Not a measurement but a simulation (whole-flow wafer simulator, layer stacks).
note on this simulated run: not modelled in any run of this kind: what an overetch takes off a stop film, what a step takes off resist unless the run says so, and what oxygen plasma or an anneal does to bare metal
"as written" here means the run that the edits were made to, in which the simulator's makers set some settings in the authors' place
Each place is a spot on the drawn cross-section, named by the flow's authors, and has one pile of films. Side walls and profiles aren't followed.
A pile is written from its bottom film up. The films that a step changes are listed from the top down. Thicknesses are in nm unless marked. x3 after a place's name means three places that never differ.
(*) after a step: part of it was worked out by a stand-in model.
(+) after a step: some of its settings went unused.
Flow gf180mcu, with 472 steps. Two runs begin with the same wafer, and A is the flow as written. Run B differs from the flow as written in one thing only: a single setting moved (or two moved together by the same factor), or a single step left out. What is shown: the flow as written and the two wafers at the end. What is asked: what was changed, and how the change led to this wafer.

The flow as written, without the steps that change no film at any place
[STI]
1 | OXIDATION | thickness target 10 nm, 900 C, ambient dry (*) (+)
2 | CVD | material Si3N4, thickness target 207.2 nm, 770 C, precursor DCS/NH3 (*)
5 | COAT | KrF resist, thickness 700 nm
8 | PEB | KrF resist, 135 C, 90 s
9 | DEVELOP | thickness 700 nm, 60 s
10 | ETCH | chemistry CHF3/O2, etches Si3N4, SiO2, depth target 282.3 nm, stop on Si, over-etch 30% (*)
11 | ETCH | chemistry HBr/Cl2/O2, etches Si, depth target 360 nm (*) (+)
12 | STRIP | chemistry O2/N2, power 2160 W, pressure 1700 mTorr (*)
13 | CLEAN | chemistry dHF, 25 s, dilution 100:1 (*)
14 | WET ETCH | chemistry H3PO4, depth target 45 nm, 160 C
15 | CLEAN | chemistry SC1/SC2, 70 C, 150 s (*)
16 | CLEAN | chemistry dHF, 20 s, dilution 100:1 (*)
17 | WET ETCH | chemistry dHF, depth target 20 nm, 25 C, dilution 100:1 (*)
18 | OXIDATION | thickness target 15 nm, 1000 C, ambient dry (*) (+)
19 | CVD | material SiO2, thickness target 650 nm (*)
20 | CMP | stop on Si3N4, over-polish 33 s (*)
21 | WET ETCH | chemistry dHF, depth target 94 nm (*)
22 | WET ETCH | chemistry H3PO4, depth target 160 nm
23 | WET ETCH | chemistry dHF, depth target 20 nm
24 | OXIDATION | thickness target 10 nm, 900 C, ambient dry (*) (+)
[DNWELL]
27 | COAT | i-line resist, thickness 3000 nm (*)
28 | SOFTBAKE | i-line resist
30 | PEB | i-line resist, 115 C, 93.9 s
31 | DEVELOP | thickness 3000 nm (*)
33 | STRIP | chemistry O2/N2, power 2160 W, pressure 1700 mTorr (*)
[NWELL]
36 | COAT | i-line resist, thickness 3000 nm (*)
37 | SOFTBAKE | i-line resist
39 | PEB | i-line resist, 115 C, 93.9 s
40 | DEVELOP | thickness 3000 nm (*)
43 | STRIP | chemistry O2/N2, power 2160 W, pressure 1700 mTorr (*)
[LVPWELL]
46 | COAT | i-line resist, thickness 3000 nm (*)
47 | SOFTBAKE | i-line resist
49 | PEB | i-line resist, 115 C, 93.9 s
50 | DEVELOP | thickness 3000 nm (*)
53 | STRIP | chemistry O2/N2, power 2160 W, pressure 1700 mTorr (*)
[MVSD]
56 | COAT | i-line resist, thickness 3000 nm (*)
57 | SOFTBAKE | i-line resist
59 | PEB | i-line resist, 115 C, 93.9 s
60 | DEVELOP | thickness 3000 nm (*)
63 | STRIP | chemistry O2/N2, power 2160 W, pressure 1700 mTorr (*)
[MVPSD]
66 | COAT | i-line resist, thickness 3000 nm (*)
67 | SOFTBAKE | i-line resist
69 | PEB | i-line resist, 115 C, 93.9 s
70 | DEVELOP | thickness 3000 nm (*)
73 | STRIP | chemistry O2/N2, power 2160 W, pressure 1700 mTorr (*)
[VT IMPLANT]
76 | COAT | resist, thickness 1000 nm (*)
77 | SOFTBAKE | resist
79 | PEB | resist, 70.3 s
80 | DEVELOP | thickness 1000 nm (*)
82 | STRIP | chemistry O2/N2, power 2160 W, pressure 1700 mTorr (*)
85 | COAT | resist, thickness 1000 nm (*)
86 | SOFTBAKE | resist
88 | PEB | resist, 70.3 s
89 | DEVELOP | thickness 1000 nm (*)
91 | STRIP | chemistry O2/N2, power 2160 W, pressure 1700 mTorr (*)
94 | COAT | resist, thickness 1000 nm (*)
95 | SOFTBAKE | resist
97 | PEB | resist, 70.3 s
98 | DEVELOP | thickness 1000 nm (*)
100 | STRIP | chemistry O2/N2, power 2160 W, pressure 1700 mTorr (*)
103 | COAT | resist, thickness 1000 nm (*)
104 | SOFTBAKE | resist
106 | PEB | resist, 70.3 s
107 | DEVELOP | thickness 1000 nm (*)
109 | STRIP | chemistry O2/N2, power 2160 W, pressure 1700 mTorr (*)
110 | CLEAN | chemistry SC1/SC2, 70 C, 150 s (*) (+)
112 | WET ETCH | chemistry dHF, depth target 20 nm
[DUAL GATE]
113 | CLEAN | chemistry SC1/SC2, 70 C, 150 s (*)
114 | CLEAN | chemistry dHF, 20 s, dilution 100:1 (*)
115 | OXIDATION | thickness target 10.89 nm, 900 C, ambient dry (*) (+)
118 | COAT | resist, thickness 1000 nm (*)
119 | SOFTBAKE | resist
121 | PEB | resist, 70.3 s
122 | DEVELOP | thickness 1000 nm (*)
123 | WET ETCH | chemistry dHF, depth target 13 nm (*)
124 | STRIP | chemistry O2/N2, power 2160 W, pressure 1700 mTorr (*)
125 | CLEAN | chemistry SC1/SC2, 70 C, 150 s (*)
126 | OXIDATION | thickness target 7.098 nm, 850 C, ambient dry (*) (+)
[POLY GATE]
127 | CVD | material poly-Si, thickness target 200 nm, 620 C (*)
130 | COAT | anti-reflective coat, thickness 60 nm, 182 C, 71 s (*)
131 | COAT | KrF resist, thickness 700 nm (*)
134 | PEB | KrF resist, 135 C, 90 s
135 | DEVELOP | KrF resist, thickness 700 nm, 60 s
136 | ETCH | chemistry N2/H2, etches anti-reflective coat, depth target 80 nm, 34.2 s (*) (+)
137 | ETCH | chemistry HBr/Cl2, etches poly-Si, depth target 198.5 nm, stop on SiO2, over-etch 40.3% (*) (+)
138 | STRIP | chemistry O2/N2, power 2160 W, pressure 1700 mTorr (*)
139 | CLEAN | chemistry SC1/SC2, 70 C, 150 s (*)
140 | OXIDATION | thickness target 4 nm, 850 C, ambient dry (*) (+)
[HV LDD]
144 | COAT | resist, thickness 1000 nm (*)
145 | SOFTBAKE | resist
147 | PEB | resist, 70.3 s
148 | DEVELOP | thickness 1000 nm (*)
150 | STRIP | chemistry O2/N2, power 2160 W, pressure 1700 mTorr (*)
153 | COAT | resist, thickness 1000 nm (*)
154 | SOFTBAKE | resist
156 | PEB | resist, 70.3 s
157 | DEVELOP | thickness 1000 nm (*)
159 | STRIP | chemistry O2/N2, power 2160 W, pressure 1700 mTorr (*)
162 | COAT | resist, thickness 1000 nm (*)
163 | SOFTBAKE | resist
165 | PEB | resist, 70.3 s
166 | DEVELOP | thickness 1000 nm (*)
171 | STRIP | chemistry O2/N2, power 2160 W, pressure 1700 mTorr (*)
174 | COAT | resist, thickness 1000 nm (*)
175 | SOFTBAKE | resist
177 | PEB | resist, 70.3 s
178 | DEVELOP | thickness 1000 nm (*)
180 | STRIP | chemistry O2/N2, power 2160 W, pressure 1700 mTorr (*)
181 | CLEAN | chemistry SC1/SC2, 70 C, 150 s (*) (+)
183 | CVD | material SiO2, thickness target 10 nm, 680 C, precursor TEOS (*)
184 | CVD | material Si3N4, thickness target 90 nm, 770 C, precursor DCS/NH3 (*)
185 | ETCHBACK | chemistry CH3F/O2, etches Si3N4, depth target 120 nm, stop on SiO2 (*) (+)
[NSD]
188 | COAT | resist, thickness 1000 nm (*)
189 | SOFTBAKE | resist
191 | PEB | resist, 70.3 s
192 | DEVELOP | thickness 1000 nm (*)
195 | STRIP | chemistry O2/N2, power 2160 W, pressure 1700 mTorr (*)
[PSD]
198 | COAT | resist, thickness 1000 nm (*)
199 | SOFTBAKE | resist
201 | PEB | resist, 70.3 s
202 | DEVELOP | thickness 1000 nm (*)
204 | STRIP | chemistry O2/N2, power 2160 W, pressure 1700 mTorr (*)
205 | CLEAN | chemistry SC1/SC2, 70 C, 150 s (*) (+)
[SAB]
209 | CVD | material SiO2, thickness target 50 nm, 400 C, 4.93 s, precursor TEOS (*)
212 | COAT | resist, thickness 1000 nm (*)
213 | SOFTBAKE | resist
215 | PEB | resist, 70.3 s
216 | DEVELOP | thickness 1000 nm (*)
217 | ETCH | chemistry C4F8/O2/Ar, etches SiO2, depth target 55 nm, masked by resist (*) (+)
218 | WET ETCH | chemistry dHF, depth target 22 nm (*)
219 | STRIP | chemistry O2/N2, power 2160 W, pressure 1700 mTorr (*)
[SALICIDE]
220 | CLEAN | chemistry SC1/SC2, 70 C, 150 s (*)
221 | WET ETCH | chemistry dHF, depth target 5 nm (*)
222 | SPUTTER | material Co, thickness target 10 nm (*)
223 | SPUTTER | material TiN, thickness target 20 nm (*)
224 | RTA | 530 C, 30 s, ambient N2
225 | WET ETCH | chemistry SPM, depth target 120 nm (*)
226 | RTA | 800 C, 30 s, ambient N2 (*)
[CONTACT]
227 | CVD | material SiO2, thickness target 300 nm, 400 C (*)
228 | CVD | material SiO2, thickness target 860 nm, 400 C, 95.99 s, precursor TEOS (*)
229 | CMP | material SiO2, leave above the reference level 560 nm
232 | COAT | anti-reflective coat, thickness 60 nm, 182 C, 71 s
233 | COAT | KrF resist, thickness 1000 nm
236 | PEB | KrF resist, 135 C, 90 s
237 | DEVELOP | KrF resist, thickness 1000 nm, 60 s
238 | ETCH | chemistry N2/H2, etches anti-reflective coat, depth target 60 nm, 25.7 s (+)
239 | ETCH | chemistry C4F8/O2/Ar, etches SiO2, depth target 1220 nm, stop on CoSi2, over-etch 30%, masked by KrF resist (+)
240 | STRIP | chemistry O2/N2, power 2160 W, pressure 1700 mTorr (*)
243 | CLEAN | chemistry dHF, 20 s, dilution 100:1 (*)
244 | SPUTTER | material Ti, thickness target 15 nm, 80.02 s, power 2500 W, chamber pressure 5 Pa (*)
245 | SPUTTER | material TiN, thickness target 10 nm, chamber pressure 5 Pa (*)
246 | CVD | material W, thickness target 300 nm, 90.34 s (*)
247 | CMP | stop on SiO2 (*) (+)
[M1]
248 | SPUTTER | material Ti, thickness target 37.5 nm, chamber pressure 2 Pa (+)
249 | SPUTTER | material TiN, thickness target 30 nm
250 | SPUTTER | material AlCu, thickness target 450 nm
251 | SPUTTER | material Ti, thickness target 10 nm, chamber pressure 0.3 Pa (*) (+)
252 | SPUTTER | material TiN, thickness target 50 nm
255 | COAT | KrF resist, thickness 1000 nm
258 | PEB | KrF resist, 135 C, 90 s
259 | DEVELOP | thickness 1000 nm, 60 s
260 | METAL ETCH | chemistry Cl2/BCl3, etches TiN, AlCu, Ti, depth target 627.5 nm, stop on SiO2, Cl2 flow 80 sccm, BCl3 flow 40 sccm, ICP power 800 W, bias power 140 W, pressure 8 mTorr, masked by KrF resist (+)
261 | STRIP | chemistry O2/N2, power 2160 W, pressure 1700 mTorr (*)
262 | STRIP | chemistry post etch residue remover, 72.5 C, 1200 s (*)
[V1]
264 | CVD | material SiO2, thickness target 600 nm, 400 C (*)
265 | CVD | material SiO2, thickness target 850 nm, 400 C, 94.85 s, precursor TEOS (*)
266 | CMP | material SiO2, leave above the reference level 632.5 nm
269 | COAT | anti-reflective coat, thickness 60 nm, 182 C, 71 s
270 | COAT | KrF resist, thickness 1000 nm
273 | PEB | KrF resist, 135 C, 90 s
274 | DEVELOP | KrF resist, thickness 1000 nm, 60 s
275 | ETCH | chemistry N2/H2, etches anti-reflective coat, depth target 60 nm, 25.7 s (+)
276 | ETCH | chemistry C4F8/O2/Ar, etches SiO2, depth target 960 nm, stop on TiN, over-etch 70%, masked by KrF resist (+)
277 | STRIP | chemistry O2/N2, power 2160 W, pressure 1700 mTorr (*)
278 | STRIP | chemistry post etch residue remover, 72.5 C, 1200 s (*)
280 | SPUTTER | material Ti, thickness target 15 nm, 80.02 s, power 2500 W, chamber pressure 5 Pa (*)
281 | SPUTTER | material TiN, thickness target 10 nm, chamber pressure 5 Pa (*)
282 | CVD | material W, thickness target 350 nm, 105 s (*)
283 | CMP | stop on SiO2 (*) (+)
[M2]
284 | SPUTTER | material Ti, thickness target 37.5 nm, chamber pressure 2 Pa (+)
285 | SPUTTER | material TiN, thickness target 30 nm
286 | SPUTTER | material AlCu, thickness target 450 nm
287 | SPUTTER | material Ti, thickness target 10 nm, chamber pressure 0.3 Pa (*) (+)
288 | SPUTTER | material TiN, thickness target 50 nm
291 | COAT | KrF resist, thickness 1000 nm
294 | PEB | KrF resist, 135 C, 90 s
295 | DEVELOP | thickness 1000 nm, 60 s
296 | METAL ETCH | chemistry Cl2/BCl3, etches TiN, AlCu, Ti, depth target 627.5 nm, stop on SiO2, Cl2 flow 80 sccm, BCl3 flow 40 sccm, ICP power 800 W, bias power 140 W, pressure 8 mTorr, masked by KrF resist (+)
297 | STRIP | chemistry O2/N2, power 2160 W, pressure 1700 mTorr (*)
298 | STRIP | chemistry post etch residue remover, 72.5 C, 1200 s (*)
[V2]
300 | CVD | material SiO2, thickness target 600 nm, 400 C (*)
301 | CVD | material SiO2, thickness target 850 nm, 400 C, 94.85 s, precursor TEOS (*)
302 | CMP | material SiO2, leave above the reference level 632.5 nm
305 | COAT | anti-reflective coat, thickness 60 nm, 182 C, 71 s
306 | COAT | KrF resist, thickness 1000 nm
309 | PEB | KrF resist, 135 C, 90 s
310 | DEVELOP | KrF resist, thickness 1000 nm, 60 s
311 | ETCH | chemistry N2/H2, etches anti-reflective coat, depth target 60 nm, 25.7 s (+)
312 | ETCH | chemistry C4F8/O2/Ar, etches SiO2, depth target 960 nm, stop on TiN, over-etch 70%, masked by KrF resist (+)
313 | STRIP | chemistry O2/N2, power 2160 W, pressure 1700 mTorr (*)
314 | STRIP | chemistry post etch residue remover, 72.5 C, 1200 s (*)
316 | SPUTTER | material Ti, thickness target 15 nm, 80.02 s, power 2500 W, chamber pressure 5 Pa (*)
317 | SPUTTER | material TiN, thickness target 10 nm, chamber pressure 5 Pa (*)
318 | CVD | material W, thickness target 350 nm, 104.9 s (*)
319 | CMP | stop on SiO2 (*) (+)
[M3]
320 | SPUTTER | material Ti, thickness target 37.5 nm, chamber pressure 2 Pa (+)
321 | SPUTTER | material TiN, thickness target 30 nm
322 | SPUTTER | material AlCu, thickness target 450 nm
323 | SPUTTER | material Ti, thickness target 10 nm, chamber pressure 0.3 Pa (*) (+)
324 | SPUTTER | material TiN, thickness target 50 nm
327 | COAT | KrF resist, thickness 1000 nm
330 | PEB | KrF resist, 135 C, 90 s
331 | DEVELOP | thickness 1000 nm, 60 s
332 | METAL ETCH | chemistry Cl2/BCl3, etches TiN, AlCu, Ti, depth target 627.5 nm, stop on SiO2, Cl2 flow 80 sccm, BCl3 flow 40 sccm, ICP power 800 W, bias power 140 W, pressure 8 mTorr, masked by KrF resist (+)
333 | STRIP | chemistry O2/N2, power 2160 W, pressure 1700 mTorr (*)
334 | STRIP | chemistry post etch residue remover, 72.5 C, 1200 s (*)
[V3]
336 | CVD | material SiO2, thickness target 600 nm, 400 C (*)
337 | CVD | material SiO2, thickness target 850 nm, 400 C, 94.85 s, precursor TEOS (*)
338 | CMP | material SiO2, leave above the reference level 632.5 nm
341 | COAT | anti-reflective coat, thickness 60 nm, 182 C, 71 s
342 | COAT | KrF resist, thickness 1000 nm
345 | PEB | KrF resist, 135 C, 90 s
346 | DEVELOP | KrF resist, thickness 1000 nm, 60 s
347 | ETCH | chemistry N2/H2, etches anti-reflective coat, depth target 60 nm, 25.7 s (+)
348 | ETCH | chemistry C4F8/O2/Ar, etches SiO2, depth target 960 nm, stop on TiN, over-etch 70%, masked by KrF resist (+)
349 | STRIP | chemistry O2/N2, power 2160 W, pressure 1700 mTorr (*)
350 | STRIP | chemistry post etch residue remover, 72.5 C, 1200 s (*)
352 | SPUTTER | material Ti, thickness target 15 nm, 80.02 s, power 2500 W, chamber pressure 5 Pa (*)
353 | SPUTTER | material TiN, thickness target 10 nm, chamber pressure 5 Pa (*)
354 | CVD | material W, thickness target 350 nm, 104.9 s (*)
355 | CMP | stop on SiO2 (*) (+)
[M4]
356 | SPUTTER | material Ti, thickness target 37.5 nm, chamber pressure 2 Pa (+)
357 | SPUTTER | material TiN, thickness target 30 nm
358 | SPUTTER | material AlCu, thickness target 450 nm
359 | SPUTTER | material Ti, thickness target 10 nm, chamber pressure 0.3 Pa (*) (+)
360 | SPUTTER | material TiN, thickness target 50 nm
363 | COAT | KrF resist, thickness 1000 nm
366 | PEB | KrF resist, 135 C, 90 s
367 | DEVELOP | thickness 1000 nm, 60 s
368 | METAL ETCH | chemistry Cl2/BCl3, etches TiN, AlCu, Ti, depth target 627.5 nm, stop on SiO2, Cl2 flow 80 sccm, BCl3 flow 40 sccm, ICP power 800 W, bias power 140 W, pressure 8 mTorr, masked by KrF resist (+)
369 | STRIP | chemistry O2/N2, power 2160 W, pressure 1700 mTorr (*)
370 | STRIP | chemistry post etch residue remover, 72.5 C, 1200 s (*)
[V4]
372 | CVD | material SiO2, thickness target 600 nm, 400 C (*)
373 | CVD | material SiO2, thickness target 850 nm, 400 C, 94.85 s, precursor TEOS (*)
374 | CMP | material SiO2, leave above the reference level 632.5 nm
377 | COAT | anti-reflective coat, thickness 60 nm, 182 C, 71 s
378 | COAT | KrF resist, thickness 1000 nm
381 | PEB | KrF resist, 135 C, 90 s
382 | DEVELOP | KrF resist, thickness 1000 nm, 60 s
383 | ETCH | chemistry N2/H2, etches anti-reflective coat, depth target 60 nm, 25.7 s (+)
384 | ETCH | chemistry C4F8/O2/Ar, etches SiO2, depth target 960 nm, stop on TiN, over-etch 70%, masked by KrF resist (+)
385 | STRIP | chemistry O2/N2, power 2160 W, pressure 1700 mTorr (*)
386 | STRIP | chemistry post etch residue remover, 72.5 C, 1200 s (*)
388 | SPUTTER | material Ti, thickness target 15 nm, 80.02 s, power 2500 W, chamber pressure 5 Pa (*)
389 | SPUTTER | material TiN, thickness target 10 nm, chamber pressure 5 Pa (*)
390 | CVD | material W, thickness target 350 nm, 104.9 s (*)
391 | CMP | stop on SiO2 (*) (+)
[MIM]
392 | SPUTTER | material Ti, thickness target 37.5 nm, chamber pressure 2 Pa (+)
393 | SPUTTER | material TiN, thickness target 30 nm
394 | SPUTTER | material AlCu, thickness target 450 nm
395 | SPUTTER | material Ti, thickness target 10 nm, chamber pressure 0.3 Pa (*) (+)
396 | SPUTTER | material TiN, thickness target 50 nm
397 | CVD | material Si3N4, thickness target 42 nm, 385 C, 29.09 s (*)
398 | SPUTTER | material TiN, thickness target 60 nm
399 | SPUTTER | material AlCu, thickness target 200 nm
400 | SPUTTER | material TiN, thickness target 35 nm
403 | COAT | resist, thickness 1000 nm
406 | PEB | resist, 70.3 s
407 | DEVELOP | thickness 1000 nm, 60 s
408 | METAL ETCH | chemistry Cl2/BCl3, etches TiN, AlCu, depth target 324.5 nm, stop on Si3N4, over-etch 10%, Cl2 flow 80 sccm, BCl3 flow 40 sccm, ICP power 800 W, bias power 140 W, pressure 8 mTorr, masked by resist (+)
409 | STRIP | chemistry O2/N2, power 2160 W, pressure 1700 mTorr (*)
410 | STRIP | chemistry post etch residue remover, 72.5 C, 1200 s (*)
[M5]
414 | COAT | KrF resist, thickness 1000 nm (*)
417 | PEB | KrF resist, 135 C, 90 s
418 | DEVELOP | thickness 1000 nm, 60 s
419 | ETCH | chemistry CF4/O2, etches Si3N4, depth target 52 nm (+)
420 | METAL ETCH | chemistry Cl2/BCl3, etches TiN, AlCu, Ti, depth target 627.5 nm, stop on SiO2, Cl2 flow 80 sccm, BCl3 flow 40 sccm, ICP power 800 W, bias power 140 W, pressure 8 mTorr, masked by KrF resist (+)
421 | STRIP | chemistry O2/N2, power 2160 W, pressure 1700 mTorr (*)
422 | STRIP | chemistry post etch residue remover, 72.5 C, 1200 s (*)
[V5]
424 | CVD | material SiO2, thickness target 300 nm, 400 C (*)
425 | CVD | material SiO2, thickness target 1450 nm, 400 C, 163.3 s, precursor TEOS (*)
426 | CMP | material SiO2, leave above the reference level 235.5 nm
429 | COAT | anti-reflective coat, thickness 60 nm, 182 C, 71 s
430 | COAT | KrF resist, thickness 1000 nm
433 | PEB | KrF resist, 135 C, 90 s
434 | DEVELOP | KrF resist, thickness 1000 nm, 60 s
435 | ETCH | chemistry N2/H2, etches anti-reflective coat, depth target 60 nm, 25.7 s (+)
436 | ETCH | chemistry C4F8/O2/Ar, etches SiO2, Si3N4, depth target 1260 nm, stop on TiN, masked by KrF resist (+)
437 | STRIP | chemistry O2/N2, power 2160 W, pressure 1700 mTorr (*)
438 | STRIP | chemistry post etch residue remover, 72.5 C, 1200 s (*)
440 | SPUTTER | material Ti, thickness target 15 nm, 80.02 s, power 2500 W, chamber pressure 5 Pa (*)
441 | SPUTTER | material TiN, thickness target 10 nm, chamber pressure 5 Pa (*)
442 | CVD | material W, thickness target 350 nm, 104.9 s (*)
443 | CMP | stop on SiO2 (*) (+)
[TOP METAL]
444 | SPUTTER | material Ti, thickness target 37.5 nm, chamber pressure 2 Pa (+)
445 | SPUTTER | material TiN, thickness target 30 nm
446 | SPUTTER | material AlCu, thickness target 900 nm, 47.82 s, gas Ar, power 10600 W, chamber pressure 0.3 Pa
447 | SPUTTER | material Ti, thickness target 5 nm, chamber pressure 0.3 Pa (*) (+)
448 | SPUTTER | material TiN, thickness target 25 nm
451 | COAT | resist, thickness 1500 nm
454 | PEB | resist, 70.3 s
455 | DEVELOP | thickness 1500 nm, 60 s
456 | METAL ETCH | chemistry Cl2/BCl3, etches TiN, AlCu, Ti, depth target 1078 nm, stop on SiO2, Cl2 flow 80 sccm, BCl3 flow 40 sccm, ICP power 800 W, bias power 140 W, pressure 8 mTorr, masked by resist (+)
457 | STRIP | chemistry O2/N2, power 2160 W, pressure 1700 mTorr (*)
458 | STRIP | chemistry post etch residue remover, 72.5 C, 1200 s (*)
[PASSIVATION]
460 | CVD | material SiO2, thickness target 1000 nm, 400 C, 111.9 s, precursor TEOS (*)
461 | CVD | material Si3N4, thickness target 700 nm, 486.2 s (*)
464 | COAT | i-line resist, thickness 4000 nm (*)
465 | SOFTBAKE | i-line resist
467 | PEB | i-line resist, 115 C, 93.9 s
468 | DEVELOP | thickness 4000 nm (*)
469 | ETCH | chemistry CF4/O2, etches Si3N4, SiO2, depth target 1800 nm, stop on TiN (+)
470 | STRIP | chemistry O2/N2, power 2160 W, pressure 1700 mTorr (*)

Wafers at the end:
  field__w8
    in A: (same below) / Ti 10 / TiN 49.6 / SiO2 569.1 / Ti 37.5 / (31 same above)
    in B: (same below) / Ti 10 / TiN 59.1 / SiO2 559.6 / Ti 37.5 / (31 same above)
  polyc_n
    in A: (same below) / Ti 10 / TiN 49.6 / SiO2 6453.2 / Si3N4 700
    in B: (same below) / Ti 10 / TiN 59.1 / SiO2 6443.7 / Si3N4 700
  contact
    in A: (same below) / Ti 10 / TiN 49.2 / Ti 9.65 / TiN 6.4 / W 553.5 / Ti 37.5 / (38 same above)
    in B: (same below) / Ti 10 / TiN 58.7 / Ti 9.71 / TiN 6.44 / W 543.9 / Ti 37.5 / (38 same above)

What caused this: step 252, SPUTTER: thickness target 59.5 nm was run, though the flow has thickness target 50 nm.

Step by step, how the change led to this:
  252 | SPUTTER | material TiN, thickness target 50 nm
      field, field__w1, field__w2 and 108 more: A +50 TiN (new film) | B +59.5 TiN (new film)
  260 | METAL ETCH | chemistry Cl2/BCl3, etches TiN, AlCu, Ti, depth target 627.5 nm, stop on SiO2, Cl2 flow 80 sccm, BCl3 flow 40 sccm, ICP power 800 W, bias power 140 W, pressure 8 mTorr, masked by KrF resist (+)
      field, field__w1, field__w2 and 99 more: A -50 TiN (all of it), -10 Ti (all of it), -450 AlCu (all of it), -30 TiN (all of it), -37.5 Ti (all of it) | B -59.5 TiN (all of it), -10 Ti (all of it), -450 AlCu (all of it), -30 TiN (all of it), -37.5 Ti (all of it)
